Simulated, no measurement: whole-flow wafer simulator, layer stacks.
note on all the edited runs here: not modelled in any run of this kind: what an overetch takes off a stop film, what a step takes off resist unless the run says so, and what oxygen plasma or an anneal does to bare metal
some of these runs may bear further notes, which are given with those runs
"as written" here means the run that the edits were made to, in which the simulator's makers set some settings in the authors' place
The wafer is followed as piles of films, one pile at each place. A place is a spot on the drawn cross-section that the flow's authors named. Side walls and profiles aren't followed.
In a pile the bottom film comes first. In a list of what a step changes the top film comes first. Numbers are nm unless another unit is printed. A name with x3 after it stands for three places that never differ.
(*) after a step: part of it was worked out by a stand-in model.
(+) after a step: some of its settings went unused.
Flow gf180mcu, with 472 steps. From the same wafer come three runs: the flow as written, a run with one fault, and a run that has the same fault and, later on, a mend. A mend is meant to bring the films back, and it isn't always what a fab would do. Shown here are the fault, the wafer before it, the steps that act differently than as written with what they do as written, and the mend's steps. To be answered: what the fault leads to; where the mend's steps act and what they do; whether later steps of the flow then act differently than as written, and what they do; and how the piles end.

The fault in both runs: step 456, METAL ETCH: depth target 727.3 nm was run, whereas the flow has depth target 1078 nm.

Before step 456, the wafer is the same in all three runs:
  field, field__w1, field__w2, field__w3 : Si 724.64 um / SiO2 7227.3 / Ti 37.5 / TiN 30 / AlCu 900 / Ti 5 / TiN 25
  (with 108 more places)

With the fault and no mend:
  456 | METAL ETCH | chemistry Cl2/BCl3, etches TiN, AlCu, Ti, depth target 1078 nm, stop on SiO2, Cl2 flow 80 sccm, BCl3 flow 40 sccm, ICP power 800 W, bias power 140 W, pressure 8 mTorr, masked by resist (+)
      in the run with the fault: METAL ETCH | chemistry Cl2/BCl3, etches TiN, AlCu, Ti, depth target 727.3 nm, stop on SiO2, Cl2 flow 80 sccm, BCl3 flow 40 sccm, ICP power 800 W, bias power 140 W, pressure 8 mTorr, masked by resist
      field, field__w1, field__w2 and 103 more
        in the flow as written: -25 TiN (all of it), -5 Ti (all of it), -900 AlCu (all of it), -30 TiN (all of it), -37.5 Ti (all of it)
        in the run with the fault: -25 TiN (all of it), -5 Ti (all of it), -697.3 AlCu
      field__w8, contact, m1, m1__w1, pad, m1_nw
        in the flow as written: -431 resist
        in the run with the fault: -290.9 resist
  Steps further on in the flow that do not act as written:
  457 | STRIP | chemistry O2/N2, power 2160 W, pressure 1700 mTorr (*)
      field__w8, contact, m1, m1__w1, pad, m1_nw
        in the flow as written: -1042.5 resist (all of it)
        in the run with the fault: -1182.5 resist (all of it)
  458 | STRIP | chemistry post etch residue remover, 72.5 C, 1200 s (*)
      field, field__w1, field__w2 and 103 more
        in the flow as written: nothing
        in the run with the fault: -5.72 AlCu
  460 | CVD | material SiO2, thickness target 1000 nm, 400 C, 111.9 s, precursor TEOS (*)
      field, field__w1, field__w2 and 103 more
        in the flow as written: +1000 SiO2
        in the run with the fault: +1000 SiO2 (new film)
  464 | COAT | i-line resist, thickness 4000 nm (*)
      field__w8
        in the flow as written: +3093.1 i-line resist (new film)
        in the run with the fault: +3328.1 i-line resist (new film)
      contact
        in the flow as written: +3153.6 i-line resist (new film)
        in the run with the fault: +3364.8 i-line resist (new film)
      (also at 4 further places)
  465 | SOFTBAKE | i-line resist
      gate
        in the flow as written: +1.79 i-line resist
        in the run with the fault: -0.44 i-line resist
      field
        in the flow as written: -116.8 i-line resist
        in the run with the fault: -77.1 i-line resist
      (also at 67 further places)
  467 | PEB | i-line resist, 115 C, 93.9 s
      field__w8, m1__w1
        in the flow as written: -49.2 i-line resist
        in the run with the fault: -54 i-line resist
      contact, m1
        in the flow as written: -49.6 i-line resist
        in the run with the fault: -54.3 i-line resist
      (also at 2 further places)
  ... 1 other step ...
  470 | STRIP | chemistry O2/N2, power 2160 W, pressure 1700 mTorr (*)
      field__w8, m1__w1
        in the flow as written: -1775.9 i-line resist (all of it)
        in the run with the fault: -2029.5 i-line resist (all of it)
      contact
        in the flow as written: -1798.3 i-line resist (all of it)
        in the run with the fault: -2043.2 i-line resist (all of it)
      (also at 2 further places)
  By the end, the piles at field, field__w1, field__w2 and 103 more depart from the flow's by more than 2% or 0.5 nm, whichever is larger.
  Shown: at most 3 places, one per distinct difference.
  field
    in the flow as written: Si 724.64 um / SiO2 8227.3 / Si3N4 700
    in the run with the fault: Si 724.64 um / SiO2 7227.3 / Ti 37.5 / TiN 30 / AlCu 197 / SiO2 1000 / Si3N4 700
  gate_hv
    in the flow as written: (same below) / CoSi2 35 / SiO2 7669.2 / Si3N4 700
    in the run with the fault: (same below) / CoSi2 35 / SiO2 6669.2 / Ti 37.5 / TiN 30 / AlCu 197 / SiO2 1000 / Si3N4 700
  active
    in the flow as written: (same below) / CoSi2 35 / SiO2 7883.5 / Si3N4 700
    in the run with the fault: (same below) / CoSi2 35 / SiO2 6883.5 / Ti 37.5 / TiN 30 / AlCu 197 / SiO2 1000 / Si3N4 700

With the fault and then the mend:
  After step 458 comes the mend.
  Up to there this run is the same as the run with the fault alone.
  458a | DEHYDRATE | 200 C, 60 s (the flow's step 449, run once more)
      alters no film at any place that is followed
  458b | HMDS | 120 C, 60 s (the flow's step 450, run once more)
      alters no film at any place that is followed
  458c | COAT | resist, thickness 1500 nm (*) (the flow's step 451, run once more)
      iso_ptap_pw, iso_ntap_nw, iso_nw_fld and 33 more
        +1500 resist (new film)
      field__w1, field__w6, field_sub__w2 and 6 more
        +1509.3 resist (new film)
      field_sub, field_sub__w1, field_sub__w5 and 6 more
        +1509.2 resist (new film)
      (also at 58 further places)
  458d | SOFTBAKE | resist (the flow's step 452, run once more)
      gate_p_hv, nw_enc_fld, nw_enc_fld__w1
        -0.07 resist
      field__w11, field_sub__w1
        -1 resist
      field_sub__w4, active_nat
        -0.62 resist
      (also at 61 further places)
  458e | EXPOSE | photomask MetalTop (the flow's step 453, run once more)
      alters no film at any place that is followed
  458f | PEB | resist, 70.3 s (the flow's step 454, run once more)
      field__w2, field__w3, field__w5 and 42 more
        -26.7 resist
      iso_ptap_pw, iso_ntap_nw, iso_nw_fld and 33 more
        -26.5 resist
      p_well, sti, spacer, sd_n, mim_1p0, dice_street
        -26.6 resist
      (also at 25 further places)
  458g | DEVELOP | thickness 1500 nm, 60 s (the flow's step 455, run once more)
      iso_ptap_pw, iso_ntap_nw, iso_nw_fld and 33 more
        -1473.5 resist (all of it)
      field__w5, field__w9, nplus_u, pplus_u, npoly_u, nw_enc_fld_lv__w1, nw_enc_fld_lv__w4
        -1483.1 resist (all of it)
      p_well, sti, spacer, sd_n, mim_1p0, dice_street
        -1476.9 resist (all of it)
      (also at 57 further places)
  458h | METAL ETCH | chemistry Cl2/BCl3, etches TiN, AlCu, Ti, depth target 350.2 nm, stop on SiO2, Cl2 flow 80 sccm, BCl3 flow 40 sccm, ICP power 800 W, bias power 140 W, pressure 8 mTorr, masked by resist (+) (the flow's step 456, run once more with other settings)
      field, field__w1, field__w2 and 103 more
        -197 AlCu (all of it), -30 TiN (all of it), -37.5 Ti (all of it)
      field__w8, contact, m1, m1__w1, pad, m1_nw
        -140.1 resist
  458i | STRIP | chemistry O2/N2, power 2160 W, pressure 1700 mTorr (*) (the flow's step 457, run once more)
      field__w8
        -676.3 resist (all of it)
      contact
        -674.3 resist (all of it)
      m1
        -674.5 resist (all of it)
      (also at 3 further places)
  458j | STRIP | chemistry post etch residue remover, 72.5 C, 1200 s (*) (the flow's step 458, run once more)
      field__w8, contact, m1, m1__w1, pad, m1_nw
        -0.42 TiN
  Later steps of the flow that are run all act as written at every place that is followed, up to a difference of at most 2% or 0.5 nm, whichever is larger.
  When the end is reached, the piles differ only a little from the flow's at the places that both follow, at most by 2% or 0.5 nm, whichever is larger.
